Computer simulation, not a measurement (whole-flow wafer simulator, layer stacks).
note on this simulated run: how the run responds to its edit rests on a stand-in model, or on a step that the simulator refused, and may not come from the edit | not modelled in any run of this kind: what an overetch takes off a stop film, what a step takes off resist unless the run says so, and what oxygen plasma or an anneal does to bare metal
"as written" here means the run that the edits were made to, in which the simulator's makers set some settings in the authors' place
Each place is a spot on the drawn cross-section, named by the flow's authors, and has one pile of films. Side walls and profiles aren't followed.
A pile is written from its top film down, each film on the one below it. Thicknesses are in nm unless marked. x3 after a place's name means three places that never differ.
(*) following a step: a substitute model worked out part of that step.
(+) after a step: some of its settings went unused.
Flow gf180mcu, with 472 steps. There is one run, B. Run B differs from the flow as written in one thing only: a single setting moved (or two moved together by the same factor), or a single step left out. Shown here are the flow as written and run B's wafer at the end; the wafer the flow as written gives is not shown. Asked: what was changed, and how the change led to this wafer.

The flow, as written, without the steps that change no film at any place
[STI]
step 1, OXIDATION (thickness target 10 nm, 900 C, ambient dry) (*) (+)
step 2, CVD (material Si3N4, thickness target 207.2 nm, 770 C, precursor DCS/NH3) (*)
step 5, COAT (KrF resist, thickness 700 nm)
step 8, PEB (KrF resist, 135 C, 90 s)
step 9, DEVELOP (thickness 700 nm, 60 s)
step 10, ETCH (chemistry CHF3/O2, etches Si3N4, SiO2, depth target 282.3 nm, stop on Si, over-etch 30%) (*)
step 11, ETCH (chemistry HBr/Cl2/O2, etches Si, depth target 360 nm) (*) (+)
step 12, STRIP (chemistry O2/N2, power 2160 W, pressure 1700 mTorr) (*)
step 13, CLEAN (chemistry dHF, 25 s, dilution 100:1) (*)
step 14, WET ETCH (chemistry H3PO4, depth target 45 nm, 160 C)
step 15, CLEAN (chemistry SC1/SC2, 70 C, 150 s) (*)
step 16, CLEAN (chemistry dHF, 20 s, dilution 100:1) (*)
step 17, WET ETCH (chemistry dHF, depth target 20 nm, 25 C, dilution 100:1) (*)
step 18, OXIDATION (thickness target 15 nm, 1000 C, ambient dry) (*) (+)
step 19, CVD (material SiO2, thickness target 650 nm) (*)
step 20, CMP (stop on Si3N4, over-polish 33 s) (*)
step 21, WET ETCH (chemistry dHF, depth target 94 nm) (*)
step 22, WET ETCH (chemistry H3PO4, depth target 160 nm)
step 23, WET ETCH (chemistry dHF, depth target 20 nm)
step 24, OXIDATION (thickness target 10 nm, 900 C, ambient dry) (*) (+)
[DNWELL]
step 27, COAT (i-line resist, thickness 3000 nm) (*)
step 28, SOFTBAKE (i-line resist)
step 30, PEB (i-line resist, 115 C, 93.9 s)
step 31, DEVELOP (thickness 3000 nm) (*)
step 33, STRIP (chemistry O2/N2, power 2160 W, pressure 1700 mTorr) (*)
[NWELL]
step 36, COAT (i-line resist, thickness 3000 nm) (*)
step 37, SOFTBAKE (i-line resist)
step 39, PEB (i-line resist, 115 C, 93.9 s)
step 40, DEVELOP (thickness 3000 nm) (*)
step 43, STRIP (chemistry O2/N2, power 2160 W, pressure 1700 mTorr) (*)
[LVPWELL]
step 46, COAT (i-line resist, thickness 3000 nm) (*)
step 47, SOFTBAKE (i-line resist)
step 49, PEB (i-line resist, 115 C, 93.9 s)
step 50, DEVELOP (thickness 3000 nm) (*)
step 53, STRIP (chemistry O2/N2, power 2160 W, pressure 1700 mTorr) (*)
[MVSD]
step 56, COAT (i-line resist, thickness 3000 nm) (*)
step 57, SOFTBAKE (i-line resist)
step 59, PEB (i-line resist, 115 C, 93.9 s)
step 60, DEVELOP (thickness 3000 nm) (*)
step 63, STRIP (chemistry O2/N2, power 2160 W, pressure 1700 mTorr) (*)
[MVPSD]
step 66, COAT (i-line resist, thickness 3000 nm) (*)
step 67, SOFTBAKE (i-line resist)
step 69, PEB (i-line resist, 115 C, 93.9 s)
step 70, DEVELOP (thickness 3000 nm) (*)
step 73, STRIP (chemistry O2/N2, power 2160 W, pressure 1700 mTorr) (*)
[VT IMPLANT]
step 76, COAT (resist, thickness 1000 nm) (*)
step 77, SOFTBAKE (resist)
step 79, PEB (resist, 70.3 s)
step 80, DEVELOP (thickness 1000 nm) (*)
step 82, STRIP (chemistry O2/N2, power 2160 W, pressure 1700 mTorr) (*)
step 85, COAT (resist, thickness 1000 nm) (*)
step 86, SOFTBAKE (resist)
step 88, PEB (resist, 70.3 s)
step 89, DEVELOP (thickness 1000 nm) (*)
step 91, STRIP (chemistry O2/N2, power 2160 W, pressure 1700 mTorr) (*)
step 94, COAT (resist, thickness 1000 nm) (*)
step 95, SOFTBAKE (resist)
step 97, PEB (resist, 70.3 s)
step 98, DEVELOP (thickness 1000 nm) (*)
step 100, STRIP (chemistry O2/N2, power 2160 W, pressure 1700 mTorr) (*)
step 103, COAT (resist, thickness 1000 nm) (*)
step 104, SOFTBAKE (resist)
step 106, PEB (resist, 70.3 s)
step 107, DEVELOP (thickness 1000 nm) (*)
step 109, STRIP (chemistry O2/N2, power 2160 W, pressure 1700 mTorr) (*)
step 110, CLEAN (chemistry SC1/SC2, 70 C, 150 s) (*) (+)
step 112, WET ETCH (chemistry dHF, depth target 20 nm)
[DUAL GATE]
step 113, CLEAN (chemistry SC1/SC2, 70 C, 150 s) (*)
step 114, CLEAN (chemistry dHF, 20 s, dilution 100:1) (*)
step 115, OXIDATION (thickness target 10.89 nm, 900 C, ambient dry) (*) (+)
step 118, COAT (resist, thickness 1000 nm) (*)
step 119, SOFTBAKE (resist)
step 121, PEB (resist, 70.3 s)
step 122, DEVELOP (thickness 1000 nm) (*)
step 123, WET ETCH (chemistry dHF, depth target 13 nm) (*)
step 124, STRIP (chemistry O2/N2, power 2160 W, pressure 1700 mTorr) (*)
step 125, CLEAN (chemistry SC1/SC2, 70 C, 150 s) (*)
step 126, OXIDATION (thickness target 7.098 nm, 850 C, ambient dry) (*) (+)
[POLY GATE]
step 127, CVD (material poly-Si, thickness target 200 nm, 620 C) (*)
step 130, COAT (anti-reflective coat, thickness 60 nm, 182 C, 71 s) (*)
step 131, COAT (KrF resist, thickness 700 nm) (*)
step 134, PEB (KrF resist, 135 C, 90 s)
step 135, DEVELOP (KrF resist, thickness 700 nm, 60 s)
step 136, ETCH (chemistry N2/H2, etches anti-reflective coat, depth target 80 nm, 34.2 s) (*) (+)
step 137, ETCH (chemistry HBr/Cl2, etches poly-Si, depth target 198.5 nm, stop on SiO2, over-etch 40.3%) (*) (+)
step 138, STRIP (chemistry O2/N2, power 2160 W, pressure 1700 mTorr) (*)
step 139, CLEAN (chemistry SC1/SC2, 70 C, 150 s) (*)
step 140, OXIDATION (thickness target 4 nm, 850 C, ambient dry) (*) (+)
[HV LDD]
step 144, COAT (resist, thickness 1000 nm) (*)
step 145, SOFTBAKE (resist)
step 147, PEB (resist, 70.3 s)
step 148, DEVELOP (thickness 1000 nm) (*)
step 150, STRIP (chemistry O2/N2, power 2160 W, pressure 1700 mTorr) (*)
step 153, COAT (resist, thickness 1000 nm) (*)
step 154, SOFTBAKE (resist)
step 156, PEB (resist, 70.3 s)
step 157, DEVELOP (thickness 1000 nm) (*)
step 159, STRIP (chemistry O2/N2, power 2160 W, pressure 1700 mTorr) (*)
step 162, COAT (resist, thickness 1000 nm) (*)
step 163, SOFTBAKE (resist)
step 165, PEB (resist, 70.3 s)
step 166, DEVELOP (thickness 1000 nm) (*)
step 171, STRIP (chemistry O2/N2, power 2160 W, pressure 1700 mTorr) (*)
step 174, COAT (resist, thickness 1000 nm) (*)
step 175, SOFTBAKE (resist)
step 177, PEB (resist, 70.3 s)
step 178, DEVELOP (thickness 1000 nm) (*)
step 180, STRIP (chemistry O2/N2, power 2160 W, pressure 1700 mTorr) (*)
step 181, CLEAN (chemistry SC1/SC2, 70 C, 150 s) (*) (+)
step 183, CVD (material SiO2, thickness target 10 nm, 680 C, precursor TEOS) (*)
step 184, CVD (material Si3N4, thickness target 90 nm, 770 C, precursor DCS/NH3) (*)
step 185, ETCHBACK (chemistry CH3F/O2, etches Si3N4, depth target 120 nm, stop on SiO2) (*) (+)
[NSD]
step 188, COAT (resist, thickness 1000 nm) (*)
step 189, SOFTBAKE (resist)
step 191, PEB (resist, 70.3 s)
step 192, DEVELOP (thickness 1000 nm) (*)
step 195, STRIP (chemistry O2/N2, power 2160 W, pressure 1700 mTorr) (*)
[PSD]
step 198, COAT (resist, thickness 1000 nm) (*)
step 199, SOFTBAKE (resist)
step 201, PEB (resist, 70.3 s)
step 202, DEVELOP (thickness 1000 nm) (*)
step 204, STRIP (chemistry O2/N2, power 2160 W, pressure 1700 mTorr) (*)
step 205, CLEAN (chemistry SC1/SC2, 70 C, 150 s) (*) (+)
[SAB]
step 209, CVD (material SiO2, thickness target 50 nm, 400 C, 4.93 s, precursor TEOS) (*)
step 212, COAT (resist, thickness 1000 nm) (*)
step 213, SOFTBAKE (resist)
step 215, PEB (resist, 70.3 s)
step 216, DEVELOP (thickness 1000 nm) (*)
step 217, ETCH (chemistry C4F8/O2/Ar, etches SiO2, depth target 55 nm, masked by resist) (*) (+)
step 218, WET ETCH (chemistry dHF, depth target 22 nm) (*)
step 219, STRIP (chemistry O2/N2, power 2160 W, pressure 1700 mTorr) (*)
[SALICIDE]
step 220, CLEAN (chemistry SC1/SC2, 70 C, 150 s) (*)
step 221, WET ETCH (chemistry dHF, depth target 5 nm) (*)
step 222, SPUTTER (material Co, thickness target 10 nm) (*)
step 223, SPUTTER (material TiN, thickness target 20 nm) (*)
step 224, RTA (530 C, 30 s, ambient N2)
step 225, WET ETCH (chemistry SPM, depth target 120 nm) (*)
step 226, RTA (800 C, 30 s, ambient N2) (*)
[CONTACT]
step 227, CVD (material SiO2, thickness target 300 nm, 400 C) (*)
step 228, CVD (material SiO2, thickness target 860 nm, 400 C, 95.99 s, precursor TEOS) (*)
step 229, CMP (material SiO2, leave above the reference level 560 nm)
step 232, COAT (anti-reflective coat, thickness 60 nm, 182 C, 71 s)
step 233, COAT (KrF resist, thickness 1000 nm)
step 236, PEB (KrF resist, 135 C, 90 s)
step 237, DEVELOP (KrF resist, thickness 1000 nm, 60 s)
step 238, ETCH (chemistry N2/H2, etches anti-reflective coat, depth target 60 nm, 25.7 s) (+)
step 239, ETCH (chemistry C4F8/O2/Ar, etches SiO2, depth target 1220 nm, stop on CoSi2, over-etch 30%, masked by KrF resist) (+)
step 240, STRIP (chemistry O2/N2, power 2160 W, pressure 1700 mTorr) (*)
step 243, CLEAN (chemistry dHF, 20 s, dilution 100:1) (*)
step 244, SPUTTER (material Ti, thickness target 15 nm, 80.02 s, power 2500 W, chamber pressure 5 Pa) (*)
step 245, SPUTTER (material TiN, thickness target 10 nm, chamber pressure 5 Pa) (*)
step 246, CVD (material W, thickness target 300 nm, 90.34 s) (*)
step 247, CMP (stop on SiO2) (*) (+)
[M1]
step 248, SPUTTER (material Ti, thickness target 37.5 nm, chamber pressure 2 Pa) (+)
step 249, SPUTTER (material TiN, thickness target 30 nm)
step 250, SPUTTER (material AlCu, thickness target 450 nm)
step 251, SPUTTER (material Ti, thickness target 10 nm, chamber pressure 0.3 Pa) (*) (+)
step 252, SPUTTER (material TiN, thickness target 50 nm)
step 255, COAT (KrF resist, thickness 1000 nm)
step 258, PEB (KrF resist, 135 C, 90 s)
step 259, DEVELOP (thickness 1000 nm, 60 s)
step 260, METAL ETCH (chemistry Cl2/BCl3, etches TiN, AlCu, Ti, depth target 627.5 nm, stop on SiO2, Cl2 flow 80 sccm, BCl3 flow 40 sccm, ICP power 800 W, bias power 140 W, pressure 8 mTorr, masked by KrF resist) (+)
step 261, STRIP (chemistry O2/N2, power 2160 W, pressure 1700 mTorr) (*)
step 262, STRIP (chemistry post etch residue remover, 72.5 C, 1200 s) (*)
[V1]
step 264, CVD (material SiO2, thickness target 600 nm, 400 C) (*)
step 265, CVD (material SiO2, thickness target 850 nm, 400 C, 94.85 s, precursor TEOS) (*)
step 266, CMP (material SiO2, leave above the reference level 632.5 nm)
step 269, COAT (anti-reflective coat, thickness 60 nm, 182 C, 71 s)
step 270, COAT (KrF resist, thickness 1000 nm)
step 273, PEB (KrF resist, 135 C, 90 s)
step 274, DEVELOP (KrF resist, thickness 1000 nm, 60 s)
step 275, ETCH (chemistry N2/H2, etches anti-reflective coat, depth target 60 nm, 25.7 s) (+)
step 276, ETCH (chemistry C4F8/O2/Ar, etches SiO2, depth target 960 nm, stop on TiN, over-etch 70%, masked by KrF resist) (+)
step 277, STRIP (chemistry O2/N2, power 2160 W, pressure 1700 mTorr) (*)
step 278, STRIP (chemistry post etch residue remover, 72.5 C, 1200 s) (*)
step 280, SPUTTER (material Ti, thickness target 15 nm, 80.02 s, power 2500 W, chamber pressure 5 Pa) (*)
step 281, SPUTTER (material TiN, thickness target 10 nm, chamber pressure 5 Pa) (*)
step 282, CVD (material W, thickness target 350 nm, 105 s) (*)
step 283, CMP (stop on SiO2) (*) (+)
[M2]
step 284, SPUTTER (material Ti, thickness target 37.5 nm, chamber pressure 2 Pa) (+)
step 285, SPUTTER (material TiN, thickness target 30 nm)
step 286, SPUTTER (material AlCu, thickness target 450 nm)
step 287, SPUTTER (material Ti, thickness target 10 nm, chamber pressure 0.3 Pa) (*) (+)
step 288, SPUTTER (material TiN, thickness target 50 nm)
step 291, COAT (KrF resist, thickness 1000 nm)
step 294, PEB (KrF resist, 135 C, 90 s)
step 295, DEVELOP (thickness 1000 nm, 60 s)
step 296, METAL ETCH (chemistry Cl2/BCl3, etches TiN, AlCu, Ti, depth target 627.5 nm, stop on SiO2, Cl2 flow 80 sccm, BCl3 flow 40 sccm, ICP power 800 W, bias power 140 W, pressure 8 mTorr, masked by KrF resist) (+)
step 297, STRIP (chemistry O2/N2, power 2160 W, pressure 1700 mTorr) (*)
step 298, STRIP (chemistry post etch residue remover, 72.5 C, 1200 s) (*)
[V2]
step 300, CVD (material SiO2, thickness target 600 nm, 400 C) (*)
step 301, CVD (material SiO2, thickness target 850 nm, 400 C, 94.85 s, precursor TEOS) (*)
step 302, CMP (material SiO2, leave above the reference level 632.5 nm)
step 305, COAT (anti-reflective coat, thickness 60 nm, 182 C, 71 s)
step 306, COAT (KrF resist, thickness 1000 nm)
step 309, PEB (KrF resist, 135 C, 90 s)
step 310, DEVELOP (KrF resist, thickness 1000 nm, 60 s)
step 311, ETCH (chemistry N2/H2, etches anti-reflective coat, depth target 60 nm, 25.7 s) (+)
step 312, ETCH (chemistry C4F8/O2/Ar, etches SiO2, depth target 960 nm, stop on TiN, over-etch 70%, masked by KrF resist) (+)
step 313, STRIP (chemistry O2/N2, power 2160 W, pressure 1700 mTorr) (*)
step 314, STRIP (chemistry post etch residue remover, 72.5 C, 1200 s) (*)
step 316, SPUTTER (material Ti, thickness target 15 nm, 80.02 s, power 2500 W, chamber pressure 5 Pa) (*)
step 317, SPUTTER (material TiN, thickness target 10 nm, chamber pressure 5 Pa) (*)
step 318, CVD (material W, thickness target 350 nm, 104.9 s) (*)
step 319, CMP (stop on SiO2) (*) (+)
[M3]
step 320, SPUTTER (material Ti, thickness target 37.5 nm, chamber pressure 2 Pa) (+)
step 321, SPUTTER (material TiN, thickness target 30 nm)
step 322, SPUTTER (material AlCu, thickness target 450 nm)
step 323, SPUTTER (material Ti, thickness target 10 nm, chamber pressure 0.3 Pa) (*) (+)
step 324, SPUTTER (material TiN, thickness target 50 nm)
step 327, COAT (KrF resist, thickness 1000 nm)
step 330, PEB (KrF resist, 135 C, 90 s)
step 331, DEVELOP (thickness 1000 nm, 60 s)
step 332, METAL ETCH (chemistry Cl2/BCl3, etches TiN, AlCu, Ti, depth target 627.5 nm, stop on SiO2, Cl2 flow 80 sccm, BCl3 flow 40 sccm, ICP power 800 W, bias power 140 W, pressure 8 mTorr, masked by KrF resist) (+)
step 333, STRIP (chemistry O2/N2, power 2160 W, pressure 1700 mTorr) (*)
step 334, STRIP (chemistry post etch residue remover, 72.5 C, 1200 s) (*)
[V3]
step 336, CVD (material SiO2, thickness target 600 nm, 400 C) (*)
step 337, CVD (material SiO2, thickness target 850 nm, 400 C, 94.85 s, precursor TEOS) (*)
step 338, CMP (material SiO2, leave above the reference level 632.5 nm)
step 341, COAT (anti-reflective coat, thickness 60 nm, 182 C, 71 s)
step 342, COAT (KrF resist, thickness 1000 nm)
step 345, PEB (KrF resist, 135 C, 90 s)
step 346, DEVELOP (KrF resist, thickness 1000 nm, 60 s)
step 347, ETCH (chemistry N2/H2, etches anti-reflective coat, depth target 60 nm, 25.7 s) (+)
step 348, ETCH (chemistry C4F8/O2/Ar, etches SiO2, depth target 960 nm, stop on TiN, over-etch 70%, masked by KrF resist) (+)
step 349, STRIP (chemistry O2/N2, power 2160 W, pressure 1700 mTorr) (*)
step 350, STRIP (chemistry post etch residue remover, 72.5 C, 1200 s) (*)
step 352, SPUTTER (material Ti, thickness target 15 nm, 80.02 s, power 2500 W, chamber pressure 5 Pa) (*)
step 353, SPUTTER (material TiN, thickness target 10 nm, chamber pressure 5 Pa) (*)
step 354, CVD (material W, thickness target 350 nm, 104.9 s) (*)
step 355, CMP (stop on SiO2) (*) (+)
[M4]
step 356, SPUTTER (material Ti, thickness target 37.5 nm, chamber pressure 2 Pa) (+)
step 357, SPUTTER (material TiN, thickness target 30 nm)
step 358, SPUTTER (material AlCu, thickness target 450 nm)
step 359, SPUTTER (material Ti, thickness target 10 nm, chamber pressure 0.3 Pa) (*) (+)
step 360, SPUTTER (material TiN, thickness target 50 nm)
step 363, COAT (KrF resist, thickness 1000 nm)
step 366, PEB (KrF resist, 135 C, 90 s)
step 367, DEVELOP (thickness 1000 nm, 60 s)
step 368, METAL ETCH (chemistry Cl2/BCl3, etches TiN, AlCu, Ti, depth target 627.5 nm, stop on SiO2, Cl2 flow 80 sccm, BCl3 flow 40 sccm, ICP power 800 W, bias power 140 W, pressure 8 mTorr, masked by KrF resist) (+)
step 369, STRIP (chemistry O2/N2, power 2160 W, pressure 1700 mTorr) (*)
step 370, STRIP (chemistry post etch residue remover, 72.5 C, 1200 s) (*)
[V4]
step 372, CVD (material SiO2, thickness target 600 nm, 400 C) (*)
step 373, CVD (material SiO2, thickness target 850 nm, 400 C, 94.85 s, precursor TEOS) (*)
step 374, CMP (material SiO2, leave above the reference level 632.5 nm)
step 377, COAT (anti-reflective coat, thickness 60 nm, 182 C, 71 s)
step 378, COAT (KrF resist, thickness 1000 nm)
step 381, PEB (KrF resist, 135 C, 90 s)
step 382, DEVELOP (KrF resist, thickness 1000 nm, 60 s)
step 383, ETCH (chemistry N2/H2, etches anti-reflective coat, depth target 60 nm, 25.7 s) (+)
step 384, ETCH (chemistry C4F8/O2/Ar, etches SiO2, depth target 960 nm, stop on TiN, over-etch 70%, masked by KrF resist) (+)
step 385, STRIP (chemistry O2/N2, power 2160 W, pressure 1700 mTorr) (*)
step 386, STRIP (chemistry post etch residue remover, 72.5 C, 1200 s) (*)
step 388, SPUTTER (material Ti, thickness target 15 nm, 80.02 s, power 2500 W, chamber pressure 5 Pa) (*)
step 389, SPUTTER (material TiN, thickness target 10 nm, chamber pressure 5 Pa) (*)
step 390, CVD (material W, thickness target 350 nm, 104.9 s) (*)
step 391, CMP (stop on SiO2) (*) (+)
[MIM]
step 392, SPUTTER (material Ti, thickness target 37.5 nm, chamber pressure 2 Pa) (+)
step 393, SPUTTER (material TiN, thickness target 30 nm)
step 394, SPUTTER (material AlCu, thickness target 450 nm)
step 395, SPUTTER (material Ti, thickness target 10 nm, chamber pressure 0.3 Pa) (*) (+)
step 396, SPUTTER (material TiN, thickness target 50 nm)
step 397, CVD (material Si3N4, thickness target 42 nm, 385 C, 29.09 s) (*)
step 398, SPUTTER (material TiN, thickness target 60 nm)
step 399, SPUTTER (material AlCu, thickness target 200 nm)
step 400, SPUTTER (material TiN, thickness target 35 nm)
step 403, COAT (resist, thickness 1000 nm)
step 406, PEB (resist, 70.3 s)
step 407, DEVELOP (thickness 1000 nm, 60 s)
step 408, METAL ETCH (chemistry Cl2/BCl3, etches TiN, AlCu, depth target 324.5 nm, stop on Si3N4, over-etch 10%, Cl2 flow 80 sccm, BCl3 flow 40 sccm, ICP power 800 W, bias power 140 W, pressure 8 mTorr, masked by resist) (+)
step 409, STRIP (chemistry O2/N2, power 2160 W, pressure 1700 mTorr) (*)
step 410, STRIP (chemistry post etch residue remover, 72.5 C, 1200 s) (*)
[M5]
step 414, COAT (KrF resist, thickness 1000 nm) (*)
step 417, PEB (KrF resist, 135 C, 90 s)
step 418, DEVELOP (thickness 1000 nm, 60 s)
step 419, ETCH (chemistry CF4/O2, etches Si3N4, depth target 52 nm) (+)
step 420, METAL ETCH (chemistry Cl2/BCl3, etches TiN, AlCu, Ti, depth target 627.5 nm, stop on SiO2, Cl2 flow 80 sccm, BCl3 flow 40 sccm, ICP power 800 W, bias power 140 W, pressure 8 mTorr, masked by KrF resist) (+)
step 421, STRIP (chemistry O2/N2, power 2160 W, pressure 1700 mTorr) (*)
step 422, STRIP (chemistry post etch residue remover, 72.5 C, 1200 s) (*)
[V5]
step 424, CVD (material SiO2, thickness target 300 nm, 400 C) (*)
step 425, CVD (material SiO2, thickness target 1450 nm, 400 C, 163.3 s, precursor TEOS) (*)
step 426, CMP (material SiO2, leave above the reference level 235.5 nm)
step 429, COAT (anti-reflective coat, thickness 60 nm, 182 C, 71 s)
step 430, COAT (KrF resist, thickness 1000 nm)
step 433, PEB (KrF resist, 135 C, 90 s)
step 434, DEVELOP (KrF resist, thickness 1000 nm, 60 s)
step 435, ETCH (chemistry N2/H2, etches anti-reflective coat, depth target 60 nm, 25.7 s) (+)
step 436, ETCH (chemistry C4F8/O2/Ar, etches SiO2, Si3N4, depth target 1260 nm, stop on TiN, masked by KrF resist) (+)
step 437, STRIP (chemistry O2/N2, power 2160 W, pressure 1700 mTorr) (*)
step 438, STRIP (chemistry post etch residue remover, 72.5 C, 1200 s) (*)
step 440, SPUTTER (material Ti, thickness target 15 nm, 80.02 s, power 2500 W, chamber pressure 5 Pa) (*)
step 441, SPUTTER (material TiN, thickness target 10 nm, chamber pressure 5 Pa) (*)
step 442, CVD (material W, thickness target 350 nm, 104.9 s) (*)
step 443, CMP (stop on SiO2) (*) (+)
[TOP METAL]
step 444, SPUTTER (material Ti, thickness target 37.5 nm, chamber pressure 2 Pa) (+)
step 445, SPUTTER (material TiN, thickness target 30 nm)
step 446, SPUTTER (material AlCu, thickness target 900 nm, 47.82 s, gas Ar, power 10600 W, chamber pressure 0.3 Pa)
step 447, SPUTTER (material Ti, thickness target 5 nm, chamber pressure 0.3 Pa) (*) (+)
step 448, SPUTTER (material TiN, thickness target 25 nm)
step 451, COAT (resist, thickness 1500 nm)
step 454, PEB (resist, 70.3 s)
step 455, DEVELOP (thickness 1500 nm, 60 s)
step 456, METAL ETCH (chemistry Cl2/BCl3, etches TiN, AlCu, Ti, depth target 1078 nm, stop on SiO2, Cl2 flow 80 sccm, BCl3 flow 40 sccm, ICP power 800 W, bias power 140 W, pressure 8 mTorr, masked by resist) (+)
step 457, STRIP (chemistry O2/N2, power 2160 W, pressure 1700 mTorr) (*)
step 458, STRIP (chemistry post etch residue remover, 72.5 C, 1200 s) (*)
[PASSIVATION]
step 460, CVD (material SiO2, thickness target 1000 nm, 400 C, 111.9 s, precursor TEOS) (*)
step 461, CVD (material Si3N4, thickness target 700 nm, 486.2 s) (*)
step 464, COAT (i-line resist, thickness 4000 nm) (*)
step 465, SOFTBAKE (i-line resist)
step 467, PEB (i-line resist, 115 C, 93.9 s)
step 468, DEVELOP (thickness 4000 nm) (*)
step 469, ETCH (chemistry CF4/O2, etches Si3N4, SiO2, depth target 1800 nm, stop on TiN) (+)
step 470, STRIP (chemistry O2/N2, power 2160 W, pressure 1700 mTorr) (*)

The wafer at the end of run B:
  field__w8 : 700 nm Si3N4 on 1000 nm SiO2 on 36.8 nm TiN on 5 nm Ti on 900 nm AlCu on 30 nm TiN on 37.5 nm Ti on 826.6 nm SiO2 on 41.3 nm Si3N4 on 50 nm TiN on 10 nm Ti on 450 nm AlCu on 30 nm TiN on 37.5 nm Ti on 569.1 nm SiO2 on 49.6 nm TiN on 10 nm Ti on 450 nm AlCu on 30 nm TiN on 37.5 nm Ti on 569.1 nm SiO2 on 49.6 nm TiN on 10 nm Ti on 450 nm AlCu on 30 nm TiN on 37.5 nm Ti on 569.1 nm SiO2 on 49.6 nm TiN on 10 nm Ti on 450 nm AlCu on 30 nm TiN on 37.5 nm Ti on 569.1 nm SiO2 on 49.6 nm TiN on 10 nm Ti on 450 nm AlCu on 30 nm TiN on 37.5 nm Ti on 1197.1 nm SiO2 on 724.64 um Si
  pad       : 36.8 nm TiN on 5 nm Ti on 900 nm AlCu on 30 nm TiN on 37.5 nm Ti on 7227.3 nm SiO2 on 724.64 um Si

Cause: step 448, SPUTTER: thickness target 37.2 nm was run, though the flow has thickness target 25 nm.

How this came from the change, step by step:
  step 448, SPUTTER (material TiN, thickness target 25 nm)
      field, field__w1, field__w2 and 109 more: +37.2 TiN (new film) (as written it would have been: +25 TiN (new film))
  step 456, METAL ETCH (chemistry Cl2/BCl3, etches TiN, AlCu, Ti, depth target 1078 nm, stop on SiO2, Cl2 flow 80 sccm, BCl3 flow 40 sccm, ICP power 800 W, bias power 140 W, pressure 8 mTorr, masked by resist) (+)
      field, field__w1, field__w2 and 103 more: -37.2 TiN (all of it), -5 Ti (all of it), -900 AlCu (all of it), -30 TiN (all of it), -37.5 Ti (all of it) (as written it would have been: -25 TiN (all of it), -5 Ti (all of it), -900 AlCu (all of it), -30 TiN (all of it), -37.5 Ti (all of it))
  step 465, SOFTBAKE (i-line resist)
      gate: -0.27 i-line resist (as written it would have been: +1.79 i-line resist)
      ld_acc_p, ld_fp_p, ld_drift_p: +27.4 i-line resist (as written it would have been: +33.8 i-line resist)
      (as well as at 56 more places)
